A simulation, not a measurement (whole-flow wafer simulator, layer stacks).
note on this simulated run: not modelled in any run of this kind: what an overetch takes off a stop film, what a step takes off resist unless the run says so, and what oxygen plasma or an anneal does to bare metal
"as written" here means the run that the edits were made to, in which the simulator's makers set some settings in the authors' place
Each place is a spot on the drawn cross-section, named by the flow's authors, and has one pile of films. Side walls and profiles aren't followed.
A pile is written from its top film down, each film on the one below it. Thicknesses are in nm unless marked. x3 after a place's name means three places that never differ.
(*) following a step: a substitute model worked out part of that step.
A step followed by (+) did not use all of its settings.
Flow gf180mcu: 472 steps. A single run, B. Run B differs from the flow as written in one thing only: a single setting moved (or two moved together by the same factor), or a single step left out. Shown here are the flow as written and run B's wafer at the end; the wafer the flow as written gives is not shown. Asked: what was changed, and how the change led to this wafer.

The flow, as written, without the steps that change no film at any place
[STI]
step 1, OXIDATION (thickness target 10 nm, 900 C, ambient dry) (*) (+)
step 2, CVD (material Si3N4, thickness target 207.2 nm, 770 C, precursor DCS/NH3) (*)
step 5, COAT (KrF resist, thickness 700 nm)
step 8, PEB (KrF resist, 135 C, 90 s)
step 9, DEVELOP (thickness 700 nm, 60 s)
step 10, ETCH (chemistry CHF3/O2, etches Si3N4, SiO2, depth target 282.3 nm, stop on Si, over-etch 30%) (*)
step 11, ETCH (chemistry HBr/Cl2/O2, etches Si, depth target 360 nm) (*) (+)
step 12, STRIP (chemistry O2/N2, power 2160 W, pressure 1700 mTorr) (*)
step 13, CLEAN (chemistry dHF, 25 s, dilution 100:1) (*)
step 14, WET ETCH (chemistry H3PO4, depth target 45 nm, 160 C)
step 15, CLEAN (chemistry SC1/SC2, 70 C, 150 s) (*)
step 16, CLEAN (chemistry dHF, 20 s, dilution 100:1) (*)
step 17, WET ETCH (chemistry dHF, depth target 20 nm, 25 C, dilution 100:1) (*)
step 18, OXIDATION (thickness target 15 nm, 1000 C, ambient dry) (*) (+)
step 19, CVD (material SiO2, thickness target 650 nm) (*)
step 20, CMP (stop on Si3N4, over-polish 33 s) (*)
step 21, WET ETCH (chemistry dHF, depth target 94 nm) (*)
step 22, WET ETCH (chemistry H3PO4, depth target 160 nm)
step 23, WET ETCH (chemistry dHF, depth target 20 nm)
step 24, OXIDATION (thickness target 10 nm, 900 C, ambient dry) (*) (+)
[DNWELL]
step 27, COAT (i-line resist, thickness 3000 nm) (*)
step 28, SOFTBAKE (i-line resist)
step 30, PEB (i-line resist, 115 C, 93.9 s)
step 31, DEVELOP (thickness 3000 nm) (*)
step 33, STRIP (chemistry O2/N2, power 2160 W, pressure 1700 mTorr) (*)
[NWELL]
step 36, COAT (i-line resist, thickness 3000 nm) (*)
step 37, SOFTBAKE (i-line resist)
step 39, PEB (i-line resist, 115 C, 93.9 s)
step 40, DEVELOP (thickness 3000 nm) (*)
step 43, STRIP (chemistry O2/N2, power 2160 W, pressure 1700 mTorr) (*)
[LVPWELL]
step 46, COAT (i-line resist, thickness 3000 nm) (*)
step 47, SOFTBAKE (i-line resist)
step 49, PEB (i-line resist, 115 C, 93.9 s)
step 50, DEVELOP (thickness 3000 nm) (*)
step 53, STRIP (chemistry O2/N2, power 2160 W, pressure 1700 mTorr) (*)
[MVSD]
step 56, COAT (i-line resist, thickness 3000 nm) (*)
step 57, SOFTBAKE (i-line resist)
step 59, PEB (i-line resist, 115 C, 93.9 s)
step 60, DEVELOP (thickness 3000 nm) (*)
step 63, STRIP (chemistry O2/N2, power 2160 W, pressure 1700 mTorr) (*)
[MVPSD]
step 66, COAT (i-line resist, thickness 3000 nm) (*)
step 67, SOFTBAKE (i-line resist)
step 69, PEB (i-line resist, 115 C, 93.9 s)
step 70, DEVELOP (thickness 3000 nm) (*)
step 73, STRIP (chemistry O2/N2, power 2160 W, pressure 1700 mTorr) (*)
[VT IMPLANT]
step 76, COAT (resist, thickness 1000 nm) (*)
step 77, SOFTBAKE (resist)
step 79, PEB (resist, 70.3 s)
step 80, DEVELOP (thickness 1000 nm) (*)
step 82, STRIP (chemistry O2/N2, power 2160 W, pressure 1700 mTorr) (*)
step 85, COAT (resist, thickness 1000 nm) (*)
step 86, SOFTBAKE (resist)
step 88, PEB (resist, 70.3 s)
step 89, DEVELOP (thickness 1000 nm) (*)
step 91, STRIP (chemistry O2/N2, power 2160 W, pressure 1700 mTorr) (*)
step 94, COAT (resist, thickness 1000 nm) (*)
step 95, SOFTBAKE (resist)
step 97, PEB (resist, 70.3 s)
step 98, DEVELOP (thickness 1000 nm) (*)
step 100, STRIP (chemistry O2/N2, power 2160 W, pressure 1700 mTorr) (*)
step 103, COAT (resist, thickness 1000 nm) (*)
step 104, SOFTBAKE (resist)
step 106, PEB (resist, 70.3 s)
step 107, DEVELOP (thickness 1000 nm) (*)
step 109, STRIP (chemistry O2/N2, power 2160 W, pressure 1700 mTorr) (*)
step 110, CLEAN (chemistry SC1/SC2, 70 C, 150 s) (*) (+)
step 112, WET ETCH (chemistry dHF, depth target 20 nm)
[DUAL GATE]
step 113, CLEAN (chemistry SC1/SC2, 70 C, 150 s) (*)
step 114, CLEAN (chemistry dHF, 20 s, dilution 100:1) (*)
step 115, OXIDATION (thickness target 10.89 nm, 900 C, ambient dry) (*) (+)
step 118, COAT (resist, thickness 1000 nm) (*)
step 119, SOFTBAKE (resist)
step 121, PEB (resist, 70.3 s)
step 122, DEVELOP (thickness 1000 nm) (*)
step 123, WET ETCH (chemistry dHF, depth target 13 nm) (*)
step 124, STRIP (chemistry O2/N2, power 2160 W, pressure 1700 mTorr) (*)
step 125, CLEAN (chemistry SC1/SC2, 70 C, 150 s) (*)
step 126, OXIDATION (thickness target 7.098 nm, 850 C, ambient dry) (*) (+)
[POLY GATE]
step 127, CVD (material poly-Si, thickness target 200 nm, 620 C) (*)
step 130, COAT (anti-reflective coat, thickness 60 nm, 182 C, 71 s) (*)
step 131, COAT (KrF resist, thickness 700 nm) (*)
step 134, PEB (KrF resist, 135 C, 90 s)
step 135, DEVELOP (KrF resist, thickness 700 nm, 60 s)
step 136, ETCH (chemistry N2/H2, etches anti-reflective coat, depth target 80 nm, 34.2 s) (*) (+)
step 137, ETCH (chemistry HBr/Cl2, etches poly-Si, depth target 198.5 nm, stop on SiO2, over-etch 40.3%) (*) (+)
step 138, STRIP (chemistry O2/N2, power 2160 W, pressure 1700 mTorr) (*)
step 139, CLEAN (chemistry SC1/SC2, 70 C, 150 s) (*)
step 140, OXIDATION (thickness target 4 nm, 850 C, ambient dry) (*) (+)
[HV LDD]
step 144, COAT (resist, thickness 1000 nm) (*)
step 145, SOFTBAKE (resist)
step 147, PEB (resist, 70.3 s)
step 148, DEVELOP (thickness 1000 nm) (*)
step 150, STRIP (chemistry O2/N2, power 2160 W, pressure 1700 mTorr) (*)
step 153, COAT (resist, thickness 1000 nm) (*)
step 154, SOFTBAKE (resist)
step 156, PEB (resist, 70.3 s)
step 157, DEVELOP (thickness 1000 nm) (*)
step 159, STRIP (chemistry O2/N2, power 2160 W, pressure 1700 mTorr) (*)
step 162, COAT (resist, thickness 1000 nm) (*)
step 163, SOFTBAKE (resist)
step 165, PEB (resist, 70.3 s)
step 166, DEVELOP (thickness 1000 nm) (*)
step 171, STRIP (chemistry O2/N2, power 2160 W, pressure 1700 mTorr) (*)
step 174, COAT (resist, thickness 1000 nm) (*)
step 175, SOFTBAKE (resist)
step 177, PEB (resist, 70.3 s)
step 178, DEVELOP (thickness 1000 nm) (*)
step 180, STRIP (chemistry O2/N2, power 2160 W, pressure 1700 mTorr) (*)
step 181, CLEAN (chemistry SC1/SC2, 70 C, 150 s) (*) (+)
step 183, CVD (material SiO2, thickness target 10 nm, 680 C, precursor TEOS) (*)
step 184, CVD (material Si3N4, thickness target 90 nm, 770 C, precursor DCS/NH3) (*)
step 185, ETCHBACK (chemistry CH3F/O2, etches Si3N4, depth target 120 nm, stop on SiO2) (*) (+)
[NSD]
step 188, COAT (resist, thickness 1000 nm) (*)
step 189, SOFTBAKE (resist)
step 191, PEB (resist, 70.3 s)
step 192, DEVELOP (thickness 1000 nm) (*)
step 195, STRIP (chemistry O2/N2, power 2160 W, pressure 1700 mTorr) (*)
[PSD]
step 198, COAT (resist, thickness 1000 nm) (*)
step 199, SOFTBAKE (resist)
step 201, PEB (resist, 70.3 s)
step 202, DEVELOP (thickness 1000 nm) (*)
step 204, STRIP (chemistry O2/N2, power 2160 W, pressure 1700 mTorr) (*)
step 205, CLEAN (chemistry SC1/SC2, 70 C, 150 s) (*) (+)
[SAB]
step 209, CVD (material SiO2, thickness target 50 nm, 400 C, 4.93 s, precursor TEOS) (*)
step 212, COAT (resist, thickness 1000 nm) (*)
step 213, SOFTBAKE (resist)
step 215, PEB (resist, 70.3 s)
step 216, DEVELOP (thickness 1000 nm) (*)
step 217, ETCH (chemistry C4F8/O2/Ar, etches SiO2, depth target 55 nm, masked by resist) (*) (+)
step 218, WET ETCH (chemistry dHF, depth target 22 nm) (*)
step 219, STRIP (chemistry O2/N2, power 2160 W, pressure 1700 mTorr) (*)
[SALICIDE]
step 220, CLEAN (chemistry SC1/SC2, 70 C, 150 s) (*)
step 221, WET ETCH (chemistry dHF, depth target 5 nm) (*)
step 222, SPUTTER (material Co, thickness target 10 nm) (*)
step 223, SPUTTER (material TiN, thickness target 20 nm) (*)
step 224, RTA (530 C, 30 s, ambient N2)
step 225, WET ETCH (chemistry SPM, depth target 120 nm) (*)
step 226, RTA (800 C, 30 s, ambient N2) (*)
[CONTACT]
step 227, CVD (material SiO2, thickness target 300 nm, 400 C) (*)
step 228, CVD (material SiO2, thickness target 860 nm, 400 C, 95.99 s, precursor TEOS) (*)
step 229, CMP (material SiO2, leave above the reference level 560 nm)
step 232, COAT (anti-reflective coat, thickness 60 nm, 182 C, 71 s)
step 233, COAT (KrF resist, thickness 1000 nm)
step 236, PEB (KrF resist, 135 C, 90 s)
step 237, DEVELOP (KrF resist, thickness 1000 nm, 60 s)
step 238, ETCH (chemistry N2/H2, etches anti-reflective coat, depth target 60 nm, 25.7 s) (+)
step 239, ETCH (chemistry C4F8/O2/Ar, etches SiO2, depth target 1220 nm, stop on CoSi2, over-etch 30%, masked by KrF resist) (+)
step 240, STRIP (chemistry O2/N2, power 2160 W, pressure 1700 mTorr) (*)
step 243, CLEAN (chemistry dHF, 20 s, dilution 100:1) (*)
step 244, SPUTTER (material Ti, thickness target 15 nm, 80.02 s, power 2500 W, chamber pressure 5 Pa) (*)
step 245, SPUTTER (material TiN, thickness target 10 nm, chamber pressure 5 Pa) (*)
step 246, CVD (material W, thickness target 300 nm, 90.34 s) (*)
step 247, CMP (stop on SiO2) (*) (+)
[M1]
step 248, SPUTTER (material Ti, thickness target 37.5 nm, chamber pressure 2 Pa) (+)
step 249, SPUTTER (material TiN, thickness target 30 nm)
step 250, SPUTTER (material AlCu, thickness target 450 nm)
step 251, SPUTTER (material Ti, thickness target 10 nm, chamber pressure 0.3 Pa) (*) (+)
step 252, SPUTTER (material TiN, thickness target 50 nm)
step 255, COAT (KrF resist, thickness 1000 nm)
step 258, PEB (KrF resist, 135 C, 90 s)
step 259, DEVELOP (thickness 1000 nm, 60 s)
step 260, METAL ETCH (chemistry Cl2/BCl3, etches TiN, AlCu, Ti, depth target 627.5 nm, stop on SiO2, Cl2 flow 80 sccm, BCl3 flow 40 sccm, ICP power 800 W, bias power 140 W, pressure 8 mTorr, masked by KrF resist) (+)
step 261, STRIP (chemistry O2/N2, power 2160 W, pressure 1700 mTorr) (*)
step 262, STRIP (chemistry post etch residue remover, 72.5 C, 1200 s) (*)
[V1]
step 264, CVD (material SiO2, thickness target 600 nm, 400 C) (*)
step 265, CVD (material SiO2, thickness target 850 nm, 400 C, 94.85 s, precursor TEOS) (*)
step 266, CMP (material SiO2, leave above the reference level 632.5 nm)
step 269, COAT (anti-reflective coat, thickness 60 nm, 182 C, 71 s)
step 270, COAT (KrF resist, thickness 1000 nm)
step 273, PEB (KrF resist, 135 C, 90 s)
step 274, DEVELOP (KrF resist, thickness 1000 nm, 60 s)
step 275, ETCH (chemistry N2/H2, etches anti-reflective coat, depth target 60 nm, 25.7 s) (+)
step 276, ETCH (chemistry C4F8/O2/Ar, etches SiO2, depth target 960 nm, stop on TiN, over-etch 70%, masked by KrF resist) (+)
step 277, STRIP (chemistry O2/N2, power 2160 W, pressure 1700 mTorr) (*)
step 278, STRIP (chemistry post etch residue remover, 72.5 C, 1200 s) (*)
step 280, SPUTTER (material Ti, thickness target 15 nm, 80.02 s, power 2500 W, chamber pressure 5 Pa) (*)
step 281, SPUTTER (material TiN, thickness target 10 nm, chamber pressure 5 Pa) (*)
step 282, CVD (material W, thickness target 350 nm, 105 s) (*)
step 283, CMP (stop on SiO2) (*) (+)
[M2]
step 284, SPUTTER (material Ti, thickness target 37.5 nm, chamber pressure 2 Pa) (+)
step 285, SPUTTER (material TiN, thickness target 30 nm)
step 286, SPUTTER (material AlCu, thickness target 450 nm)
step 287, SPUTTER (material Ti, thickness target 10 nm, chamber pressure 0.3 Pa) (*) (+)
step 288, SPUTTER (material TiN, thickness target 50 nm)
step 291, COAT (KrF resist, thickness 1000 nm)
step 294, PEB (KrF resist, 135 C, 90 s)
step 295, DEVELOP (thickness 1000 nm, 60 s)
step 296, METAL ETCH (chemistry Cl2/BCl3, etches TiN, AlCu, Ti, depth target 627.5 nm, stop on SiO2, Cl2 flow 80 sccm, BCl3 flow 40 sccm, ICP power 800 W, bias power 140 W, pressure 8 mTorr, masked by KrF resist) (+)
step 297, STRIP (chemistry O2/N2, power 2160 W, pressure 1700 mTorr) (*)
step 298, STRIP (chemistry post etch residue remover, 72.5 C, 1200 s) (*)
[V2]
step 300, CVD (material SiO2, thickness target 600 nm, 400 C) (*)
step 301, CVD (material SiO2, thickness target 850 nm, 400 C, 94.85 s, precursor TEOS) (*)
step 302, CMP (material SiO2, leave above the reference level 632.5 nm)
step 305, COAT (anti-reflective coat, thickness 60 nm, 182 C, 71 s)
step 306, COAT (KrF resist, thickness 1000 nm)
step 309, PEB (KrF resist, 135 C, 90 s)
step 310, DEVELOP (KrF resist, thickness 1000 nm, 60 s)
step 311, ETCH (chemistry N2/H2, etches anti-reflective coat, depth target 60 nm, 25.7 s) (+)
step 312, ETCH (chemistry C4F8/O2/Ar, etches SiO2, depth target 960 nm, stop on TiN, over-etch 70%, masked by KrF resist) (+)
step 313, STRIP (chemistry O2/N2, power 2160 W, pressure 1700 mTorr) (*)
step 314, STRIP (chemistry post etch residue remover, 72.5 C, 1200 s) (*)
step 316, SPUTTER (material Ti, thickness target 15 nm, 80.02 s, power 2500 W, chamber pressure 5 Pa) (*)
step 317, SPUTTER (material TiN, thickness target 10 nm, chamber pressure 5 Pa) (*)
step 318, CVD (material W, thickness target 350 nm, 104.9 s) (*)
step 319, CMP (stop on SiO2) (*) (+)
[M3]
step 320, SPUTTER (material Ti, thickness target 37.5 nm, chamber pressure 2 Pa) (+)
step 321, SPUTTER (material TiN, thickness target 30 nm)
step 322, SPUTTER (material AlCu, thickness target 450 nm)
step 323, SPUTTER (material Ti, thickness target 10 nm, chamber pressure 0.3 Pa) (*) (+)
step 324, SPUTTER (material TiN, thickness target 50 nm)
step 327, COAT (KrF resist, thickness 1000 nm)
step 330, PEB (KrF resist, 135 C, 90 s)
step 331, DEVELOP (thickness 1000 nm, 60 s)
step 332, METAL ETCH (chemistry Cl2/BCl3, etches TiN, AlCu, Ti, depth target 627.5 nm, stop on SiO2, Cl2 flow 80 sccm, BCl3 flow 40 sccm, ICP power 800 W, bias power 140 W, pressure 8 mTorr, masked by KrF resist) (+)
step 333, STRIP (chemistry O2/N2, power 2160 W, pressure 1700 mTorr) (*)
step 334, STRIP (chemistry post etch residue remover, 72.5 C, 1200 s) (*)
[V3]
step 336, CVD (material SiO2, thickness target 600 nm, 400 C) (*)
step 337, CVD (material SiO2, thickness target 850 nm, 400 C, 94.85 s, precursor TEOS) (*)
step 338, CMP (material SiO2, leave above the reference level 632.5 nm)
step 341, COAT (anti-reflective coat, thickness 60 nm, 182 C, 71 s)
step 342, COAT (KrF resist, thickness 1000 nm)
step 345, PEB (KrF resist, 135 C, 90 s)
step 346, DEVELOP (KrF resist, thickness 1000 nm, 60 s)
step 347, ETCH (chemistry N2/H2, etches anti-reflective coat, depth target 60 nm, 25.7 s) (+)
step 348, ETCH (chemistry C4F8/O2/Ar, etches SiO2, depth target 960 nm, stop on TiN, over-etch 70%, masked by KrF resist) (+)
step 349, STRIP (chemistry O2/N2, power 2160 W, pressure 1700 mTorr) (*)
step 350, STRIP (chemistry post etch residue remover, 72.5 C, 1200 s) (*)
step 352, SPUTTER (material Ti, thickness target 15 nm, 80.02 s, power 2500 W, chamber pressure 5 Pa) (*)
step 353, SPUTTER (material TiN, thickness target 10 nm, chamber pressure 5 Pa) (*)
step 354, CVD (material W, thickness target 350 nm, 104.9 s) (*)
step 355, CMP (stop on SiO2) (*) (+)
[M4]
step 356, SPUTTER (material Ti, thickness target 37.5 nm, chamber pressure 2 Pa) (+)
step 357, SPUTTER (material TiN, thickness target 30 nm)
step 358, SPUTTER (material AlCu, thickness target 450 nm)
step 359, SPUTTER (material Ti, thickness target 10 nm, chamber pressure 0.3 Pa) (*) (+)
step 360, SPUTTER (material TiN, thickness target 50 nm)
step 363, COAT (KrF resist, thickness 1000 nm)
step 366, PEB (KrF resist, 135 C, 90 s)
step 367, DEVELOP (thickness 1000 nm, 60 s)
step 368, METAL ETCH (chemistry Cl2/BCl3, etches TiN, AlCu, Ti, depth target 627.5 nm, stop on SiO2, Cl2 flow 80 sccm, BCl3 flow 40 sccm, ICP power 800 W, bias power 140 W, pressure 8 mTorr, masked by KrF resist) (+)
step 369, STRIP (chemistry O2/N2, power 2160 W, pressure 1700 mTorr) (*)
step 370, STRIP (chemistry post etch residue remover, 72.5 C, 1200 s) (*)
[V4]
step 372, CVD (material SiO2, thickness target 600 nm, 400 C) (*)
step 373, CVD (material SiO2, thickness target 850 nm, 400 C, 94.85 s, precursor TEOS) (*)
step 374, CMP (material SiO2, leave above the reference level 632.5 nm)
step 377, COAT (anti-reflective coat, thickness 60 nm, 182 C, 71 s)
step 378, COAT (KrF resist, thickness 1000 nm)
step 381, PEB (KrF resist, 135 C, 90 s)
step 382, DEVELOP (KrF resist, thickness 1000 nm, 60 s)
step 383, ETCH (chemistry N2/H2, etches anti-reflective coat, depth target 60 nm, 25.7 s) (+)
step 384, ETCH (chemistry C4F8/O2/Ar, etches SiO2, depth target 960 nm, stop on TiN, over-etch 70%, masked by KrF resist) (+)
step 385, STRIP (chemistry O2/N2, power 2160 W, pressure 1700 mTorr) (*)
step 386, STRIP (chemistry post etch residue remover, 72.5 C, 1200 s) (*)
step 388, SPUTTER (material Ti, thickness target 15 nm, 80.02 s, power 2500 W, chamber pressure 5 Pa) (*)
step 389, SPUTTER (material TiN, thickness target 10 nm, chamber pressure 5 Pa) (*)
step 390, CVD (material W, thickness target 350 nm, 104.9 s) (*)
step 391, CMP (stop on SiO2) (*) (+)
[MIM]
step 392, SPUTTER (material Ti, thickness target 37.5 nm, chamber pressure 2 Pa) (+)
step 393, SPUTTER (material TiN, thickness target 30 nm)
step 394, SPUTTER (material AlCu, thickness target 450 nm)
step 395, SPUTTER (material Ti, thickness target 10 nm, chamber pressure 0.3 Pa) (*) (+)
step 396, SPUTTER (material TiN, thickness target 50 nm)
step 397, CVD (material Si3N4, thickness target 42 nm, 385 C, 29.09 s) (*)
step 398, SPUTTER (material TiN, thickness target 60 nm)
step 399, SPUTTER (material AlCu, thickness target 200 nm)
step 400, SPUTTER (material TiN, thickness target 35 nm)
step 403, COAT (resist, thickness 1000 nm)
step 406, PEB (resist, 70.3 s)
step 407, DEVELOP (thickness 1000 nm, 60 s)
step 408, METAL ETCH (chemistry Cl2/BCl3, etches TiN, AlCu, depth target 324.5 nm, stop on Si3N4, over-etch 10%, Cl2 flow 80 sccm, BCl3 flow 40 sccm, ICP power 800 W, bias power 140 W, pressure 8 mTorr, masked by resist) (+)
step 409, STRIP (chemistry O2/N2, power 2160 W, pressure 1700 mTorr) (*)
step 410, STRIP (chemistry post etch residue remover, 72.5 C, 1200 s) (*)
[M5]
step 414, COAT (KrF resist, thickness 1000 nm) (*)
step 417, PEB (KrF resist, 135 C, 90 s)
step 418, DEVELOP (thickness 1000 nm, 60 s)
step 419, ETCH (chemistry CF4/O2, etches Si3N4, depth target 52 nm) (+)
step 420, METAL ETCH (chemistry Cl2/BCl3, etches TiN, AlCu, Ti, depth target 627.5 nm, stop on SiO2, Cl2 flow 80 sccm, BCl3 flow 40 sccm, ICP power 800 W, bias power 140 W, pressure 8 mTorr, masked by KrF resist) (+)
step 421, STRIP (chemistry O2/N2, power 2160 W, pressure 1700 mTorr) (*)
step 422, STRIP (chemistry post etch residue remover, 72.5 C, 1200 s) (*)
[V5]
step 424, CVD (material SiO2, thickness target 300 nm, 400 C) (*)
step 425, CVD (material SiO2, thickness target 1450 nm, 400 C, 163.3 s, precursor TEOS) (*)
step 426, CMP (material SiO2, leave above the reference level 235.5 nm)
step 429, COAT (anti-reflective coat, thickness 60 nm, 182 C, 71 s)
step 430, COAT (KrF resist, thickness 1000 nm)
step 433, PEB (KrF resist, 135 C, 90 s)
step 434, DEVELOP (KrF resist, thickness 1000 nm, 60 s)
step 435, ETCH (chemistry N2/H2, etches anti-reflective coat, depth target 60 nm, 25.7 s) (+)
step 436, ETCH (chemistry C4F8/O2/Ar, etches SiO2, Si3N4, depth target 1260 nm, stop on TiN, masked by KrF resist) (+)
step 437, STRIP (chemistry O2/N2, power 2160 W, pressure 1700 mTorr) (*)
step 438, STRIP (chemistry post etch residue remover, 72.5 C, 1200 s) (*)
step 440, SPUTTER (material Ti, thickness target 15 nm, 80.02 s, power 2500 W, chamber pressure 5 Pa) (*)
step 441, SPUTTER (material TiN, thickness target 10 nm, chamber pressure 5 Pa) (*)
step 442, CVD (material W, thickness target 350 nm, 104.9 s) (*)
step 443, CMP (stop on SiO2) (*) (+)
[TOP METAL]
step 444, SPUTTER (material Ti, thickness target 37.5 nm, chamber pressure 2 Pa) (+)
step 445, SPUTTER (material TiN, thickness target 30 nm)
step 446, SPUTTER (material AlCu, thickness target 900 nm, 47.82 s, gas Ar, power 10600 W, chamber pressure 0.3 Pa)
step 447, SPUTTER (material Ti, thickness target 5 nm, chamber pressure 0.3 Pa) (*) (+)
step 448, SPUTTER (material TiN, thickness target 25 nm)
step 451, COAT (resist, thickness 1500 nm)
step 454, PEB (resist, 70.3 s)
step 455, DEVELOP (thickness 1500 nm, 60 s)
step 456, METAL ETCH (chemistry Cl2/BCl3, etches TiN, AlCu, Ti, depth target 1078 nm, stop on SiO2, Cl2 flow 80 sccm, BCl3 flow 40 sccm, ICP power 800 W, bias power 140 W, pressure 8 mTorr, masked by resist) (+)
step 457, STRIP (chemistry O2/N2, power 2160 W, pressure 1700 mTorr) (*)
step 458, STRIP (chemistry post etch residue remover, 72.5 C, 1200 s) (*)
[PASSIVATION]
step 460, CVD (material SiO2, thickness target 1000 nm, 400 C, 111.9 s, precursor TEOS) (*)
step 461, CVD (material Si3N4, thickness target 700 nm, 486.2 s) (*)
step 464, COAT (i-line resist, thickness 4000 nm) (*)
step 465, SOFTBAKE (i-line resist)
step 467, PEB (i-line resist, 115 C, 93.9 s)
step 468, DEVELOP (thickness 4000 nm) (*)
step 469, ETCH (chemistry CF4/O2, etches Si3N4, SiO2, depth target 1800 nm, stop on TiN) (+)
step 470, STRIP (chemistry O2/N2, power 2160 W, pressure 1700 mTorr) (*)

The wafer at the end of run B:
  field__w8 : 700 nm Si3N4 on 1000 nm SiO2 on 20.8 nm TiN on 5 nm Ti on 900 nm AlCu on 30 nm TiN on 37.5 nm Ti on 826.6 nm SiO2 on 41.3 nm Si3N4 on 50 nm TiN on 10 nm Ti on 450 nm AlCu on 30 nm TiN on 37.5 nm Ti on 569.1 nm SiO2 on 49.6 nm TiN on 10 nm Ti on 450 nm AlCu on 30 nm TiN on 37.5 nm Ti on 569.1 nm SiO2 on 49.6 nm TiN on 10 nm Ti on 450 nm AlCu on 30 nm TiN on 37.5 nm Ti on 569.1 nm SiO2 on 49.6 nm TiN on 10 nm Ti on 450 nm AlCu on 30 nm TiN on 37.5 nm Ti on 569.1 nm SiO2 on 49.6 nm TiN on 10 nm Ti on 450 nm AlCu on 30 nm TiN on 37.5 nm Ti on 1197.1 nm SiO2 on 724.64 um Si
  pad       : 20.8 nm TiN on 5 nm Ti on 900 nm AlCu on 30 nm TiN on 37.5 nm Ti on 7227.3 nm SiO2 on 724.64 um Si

The reason: step 448, SPUTTER: thickness target 21.2 nm was run, though the flow has thickness target 25 nm.

The path from the change to this, step by step:
  step 448, SPUTTER (material TiN, thickness target 25 nm)
      field, field__w1, field__w2 and 109 more: +21.2 TiN (new film) (it would be, as written: +25 TiN (new film))
  step 456, METAL ETCH (chemistry Cl2/BCl3, etches TiN, AlCu, Ti, depth target 1078 nm, stop on SiO2, Cl2 flow 80 sccm, BCl3 flow 40 sccm, ICP power 800 W, bias power 140 W, pressure 8 mTorr, masked by resist) (+)
      field, field__w1, field__w2 and 103 more: -21.2 TiN (all of it), -5 Ti (all of it), -900 AlCu (all of it), -30 TiN (all of it), -37.5 Ti (all of it) (it would be, as written: -25 TiN (all of it), -5 Ti (all of it), -900 AlCu (all of it), -30 TiN (all of it), -37.5 Ti (all of it))
